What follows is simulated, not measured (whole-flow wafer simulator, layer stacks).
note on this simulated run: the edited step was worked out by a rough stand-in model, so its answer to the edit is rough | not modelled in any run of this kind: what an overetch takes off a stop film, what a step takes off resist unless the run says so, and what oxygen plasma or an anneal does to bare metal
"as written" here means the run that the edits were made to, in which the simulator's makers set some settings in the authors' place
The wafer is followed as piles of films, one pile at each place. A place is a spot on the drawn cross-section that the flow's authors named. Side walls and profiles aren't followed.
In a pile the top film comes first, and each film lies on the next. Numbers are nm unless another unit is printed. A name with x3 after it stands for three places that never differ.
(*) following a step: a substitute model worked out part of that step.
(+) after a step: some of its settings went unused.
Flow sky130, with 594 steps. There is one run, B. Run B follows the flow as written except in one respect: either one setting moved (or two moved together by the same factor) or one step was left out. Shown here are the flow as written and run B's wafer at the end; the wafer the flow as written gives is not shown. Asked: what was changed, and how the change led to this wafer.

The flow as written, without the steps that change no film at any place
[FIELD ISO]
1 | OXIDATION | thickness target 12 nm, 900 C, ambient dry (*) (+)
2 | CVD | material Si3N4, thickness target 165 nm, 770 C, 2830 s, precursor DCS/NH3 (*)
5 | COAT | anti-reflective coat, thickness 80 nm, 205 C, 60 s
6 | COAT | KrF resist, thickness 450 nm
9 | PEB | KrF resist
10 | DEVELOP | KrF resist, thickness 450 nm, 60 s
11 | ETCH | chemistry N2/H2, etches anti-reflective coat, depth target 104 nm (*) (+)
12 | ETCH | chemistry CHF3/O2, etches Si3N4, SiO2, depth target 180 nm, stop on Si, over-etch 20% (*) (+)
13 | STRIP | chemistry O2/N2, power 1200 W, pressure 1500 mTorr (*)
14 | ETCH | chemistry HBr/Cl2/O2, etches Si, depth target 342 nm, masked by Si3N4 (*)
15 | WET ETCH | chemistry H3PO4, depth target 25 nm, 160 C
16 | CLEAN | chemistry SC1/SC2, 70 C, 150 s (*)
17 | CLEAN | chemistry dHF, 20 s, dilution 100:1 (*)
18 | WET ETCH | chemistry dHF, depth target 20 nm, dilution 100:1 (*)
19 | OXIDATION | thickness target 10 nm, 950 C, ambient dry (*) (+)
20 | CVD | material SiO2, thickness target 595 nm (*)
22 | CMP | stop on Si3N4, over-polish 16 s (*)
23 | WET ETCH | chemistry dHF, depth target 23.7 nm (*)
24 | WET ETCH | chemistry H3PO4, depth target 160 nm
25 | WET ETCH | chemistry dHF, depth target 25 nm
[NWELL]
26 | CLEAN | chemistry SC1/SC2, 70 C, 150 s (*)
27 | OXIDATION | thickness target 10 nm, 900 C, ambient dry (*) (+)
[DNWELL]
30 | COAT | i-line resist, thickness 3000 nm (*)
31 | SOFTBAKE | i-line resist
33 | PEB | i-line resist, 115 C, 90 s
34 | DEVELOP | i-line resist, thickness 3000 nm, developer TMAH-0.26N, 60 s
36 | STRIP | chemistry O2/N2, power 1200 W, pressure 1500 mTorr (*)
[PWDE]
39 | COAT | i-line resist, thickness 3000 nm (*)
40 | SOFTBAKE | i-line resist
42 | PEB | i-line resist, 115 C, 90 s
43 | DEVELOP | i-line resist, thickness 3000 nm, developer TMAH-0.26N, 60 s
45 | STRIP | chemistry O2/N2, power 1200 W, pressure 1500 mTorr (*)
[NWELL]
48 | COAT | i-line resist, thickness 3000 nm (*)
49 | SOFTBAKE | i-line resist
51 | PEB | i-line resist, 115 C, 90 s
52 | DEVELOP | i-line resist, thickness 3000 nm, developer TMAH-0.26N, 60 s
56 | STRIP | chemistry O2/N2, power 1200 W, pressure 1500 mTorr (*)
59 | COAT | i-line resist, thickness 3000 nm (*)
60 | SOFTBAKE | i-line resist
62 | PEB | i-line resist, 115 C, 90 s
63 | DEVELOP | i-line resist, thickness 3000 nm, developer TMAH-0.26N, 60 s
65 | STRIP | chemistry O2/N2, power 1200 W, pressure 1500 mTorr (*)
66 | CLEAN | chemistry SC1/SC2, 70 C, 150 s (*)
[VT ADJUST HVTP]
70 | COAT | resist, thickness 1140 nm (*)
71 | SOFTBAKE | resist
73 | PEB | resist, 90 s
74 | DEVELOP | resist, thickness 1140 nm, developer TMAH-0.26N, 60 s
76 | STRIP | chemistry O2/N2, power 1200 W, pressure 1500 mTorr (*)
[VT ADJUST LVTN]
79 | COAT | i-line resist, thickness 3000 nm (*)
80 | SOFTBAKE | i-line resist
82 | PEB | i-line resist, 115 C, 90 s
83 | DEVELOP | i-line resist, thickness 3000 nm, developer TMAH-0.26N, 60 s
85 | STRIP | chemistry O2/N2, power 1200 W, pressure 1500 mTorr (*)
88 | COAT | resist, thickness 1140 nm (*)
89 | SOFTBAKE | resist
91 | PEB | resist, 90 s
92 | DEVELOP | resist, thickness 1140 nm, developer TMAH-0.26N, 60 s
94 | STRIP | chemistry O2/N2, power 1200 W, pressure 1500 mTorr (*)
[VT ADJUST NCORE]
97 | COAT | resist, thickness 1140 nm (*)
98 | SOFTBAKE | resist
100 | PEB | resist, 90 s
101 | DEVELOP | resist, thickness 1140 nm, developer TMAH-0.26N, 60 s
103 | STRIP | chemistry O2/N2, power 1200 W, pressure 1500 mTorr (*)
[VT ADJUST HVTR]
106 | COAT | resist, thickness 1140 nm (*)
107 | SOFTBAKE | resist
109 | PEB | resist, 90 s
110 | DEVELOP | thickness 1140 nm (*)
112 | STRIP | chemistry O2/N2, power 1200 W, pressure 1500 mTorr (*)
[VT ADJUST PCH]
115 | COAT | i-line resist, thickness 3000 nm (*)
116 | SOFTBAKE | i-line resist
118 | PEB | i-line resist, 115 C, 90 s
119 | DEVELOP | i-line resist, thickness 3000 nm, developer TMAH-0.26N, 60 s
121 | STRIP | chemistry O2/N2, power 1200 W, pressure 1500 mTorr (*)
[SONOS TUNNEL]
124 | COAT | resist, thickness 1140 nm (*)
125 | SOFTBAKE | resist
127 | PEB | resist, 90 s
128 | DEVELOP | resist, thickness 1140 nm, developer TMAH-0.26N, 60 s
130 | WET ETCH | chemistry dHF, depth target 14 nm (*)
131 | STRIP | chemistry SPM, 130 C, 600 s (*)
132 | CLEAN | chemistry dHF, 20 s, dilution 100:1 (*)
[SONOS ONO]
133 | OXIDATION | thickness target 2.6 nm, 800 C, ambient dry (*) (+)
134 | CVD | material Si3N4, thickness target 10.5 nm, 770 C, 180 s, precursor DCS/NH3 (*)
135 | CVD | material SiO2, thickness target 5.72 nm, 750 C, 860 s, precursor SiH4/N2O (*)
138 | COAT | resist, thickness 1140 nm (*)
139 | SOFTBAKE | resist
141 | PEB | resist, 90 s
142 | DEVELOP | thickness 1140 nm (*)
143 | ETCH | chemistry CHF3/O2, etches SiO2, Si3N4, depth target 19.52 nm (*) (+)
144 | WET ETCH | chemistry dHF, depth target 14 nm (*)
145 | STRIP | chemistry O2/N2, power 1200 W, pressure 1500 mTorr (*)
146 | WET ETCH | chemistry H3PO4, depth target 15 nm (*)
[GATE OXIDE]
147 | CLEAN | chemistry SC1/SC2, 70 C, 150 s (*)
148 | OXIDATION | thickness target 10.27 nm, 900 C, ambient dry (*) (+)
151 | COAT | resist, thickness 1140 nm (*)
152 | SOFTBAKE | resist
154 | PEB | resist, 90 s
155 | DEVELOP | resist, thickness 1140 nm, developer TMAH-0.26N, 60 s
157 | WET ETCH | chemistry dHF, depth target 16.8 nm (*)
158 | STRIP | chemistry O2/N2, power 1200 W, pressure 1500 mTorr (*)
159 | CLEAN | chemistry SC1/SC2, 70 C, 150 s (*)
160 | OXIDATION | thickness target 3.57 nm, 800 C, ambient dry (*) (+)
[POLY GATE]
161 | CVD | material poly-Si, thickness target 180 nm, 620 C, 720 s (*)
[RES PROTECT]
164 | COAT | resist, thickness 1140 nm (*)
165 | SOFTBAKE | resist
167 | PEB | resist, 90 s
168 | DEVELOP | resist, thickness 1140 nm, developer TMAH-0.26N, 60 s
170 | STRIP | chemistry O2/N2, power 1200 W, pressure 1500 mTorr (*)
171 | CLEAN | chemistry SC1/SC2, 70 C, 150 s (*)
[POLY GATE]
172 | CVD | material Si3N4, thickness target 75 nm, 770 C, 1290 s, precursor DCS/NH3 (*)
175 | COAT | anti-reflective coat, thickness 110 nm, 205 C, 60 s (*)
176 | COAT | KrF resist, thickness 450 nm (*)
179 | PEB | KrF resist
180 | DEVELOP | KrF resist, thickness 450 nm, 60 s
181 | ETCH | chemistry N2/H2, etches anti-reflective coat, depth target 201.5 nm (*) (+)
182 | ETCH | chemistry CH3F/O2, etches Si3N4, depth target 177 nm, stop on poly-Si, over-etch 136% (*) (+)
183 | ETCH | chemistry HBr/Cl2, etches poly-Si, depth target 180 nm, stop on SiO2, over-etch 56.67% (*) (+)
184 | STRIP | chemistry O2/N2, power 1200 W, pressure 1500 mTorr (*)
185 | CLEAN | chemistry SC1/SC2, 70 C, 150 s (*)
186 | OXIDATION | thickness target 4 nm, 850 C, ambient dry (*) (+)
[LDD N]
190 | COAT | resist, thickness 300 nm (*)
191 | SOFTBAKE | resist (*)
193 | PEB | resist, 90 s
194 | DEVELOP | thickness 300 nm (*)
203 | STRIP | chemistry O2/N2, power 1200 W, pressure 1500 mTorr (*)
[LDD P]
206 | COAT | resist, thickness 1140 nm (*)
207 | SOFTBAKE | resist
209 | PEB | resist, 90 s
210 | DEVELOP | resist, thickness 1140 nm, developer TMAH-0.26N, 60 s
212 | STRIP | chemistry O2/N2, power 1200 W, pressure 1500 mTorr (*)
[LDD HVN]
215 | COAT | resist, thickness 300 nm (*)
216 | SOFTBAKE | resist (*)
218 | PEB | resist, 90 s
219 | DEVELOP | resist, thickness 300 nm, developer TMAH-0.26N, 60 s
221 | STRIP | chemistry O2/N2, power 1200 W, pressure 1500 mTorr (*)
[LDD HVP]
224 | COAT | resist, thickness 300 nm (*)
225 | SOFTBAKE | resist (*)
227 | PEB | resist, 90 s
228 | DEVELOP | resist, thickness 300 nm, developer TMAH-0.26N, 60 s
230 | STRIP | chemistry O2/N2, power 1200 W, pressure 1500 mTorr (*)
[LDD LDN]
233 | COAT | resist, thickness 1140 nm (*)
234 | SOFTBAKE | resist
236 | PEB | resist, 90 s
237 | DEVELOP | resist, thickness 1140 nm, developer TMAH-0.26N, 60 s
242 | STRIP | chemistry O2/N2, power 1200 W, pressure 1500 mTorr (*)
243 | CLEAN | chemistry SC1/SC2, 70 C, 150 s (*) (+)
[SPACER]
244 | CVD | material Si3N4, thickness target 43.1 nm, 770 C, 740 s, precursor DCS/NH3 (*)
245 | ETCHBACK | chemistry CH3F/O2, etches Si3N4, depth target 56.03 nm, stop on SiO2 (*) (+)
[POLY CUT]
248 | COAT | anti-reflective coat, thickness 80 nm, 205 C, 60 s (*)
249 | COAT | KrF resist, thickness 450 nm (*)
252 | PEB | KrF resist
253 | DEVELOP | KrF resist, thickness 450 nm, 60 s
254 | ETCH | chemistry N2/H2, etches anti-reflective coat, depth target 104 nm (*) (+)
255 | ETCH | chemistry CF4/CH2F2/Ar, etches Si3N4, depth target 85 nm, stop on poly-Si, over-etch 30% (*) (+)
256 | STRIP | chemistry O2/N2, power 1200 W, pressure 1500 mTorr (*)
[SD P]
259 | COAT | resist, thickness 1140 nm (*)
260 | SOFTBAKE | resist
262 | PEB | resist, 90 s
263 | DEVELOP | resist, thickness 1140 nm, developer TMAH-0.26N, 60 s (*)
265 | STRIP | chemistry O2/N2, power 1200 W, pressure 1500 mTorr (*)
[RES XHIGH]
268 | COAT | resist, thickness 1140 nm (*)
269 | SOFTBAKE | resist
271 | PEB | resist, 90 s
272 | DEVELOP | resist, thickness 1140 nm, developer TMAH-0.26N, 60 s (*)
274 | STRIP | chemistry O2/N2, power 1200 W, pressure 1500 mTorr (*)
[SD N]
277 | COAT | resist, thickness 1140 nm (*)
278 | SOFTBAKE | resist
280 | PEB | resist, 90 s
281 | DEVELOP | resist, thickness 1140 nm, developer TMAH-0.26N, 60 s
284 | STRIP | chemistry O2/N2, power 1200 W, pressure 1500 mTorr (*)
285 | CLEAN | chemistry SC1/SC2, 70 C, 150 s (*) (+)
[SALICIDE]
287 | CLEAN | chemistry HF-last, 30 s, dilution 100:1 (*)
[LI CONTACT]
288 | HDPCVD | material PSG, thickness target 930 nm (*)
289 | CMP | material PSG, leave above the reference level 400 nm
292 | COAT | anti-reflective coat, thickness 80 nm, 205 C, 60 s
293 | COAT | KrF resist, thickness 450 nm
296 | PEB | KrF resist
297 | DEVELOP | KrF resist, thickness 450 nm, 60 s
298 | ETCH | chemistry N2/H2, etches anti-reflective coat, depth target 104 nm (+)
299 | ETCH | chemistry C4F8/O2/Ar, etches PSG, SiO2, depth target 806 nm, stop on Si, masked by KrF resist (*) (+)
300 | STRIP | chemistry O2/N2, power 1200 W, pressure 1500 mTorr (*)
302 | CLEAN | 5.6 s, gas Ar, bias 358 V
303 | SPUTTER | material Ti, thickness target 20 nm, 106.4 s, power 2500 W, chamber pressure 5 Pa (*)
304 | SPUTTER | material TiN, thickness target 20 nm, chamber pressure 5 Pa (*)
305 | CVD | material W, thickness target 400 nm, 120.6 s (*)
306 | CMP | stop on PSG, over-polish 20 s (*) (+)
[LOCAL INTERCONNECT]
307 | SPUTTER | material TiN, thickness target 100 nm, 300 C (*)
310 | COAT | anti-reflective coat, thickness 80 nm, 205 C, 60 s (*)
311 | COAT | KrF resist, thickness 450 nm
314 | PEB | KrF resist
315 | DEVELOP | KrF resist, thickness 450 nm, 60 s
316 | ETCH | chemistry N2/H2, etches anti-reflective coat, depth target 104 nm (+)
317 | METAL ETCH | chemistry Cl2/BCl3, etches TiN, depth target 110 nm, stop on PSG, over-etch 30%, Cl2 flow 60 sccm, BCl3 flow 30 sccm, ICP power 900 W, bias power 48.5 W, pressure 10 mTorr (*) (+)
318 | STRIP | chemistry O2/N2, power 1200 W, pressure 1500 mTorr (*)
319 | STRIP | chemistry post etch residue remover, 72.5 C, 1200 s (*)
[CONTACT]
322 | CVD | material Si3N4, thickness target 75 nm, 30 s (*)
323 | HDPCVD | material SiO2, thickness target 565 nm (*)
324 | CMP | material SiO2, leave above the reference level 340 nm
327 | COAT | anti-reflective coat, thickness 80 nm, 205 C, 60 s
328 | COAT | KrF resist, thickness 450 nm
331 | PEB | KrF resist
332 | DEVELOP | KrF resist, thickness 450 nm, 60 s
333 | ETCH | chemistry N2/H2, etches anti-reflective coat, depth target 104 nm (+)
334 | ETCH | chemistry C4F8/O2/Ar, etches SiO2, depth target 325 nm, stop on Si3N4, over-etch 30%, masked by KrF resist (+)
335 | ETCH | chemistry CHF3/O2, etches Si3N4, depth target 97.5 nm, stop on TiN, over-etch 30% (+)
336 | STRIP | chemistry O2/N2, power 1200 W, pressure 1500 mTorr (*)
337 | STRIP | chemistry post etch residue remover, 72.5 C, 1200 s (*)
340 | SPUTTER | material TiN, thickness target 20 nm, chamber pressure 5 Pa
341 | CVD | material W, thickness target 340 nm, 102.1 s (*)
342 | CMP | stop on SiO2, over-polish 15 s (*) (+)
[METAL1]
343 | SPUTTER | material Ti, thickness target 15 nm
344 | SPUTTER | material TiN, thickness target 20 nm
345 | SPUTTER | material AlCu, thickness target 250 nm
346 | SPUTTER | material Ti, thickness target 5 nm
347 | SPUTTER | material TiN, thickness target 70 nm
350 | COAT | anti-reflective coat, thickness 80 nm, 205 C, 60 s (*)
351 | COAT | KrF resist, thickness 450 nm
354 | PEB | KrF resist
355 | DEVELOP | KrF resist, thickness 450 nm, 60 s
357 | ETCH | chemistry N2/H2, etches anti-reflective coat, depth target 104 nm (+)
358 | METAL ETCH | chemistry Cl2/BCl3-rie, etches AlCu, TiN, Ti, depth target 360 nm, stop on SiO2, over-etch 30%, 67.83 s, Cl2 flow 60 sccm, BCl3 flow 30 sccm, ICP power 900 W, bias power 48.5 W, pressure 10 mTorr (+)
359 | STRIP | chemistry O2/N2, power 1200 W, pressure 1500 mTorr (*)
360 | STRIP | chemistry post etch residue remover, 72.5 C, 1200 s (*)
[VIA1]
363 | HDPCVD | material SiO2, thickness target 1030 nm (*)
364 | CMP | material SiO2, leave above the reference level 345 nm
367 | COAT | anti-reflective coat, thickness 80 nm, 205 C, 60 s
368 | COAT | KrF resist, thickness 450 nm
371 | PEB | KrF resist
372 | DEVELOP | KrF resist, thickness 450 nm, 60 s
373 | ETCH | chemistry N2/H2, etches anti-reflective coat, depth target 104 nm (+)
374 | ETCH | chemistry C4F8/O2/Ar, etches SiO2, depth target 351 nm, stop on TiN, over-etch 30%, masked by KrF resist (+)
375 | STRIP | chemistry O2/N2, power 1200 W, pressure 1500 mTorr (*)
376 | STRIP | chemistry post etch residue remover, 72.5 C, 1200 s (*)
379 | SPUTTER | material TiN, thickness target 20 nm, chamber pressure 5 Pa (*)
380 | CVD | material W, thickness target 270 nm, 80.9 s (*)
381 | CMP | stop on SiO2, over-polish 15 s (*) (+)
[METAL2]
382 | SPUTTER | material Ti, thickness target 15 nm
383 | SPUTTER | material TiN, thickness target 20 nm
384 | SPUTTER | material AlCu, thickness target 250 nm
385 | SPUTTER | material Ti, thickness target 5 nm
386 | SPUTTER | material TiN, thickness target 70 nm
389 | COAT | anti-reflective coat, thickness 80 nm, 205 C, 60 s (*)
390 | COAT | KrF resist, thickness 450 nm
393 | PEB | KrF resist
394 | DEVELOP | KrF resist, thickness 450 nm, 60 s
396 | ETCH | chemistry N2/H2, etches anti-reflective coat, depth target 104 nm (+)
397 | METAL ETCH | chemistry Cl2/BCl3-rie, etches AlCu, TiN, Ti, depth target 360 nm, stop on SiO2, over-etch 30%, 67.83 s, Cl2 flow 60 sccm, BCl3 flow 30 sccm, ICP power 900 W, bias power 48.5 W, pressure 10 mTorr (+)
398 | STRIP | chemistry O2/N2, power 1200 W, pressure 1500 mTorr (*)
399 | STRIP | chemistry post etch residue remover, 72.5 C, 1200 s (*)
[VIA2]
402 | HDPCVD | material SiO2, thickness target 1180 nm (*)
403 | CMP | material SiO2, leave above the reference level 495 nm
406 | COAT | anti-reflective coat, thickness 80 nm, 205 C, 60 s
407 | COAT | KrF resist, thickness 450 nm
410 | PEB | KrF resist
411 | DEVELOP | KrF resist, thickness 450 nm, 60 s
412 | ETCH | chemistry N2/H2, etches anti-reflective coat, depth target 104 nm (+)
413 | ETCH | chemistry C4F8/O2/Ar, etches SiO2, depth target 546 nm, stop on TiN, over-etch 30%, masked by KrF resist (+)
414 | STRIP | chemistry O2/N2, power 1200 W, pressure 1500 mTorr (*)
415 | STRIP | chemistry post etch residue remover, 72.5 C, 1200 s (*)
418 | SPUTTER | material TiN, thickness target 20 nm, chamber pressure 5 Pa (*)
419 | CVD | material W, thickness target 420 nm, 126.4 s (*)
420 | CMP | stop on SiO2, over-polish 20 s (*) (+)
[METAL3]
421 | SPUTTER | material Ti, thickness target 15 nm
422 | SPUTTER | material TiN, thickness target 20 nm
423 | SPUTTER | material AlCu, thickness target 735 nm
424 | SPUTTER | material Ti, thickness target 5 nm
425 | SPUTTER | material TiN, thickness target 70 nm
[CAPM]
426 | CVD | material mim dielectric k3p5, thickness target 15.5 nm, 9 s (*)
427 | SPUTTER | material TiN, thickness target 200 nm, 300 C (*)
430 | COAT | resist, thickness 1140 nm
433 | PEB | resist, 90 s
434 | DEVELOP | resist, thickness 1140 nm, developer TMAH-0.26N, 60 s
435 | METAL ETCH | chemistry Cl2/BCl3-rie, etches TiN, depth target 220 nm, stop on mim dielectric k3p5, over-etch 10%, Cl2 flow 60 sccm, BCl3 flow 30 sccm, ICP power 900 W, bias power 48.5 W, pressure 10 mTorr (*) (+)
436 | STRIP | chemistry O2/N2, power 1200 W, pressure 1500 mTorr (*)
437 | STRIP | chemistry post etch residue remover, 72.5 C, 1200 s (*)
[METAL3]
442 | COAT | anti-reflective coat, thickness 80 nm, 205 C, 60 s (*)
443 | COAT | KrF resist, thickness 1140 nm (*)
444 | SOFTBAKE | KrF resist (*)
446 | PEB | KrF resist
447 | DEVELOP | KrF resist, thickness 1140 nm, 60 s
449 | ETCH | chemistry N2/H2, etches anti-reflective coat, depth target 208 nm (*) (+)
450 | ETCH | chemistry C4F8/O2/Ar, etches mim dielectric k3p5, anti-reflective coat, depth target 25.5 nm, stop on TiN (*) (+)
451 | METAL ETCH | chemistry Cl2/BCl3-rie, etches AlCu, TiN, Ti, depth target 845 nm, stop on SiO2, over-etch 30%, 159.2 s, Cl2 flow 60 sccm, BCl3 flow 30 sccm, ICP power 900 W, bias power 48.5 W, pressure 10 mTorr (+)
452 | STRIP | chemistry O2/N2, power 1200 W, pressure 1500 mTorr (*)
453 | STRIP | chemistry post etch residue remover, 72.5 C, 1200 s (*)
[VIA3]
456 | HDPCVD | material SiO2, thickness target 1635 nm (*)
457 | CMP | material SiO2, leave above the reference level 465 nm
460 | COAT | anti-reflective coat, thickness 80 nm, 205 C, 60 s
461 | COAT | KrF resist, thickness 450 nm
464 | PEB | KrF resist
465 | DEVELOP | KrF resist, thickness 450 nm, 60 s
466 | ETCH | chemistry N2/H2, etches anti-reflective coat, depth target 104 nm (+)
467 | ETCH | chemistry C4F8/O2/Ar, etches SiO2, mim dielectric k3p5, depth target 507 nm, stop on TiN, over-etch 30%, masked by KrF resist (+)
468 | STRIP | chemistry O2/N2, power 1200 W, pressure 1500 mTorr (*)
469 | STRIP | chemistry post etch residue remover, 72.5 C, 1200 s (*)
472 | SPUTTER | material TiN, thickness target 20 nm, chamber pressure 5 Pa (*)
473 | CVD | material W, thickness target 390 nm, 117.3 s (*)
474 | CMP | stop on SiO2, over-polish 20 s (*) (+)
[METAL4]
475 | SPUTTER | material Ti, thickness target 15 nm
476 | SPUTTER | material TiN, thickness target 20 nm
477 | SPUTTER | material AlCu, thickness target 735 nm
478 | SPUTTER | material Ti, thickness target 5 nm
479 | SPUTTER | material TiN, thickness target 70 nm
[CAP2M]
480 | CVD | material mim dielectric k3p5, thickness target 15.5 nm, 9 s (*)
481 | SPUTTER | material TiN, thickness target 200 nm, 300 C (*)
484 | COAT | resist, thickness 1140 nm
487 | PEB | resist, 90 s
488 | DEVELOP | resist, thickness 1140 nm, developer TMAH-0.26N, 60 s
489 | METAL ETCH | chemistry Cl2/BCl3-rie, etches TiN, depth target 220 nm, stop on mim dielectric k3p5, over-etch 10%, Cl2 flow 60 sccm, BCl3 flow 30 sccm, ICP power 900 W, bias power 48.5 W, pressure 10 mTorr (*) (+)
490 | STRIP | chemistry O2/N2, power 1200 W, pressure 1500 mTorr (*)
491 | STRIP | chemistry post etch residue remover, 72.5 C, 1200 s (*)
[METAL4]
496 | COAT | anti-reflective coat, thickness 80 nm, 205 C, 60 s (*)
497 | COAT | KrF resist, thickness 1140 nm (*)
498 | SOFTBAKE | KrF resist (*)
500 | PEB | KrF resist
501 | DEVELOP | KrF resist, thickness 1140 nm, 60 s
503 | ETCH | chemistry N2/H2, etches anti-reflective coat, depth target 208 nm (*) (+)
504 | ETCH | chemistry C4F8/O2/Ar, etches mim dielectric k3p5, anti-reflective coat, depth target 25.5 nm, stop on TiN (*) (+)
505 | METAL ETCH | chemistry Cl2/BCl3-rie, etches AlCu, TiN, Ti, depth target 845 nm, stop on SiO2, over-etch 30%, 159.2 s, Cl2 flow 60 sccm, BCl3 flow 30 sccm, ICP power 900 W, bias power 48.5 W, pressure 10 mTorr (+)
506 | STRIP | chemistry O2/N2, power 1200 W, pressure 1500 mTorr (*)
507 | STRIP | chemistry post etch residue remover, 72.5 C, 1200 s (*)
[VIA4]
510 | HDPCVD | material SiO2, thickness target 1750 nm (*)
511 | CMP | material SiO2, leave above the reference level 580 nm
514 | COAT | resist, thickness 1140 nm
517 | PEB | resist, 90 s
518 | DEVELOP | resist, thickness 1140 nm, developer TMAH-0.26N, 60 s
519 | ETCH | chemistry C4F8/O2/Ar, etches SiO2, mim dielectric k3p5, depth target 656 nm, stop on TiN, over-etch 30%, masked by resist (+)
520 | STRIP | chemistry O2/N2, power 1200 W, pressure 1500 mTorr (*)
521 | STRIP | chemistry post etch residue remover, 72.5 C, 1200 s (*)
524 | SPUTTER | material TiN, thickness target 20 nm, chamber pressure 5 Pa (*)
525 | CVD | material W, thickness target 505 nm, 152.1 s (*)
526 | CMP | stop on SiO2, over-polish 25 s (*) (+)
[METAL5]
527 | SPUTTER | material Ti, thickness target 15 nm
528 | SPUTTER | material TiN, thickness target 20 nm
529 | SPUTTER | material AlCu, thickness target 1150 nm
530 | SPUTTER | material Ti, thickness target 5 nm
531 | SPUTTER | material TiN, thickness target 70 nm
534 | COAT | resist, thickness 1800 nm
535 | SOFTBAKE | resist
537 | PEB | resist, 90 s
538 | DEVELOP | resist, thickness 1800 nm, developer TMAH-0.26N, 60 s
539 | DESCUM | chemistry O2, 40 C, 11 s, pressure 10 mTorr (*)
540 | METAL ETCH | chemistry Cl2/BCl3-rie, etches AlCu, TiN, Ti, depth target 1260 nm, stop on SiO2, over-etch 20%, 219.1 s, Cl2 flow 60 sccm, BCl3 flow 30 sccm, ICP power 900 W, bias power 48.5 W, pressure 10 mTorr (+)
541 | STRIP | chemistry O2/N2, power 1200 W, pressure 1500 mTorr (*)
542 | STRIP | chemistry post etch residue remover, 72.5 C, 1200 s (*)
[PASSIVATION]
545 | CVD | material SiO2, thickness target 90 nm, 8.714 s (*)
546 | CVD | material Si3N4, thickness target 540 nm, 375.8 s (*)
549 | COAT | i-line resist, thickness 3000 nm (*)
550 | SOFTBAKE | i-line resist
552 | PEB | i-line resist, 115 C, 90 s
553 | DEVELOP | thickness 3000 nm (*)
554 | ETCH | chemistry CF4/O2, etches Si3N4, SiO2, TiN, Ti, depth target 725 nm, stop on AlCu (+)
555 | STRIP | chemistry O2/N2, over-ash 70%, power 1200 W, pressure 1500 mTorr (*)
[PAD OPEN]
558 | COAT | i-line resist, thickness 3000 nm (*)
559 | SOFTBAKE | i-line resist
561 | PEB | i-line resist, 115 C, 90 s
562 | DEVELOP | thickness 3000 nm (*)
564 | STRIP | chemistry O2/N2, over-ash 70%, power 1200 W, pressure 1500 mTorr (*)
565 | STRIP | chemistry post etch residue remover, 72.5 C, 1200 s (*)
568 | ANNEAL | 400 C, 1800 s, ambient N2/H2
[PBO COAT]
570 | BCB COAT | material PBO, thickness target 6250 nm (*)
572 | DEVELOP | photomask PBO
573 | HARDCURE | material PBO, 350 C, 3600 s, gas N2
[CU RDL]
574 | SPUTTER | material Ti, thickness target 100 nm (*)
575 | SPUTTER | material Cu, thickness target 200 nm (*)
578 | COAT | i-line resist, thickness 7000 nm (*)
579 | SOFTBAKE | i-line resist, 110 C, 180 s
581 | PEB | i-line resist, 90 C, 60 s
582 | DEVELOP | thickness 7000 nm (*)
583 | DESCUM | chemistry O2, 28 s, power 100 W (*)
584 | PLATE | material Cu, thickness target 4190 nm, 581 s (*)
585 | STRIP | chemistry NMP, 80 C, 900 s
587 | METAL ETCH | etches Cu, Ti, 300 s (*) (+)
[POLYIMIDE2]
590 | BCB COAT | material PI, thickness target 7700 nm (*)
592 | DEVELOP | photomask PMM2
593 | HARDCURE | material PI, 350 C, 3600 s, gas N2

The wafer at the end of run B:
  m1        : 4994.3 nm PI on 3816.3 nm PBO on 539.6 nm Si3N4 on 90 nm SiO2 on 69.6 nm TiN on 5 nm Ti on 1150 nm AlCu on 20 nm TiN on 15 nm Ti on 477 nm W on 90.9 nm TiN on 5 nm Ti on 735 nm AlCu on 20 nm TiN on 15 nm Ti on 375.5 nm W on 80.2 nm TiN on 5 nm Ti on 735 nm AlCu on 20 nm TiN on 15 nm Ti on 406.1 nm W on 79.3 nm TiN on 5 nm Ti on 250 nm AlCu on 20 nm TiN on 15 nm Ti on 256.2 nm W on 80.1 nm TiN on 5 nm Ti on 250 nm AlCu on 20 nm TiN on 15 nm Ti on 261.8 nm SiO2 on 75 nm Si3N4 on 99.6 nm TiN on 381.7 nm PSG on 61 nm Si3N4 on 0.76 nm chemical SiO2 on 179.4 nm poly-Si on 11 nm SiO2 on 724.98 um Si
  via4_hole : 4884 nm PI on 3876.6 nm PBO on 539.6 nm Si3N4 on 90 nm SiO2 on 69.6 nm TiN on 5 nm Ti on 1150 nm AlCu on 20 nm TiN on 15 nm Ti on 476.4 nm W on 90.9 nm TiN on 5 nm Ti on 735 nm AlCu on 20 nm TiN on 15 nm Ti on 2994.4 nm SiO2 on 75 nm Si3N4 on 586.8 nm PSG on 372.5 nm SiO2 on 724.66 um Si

The reason: step 524, SPUTTER: thickness target 28 nm was run, while the flow as written has thickness target 20 nm.

How this came from the change, step by step:
  524 | SPUTTER | material TiN, thickness target 20 nm, chamber pressure 5 Pa (*)
      field, active, n_well and 188 more: +28 TiN (new film) (it would be, as written: +20 TiN (new film))
      m1, via4_hole: +21.4 TiN (it would be, as written: +15.3 TiN)
  526 | CMP | stop on SiO2, over-polish 25 s (*) (+)
      field, active, n_well and 188 more: -505 W (all of it), -28 TiN (all of it), -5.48 SiO2 (it would be, as written: -505 W (all of it), -20 TiN (all of it), -5.48 SiO2)
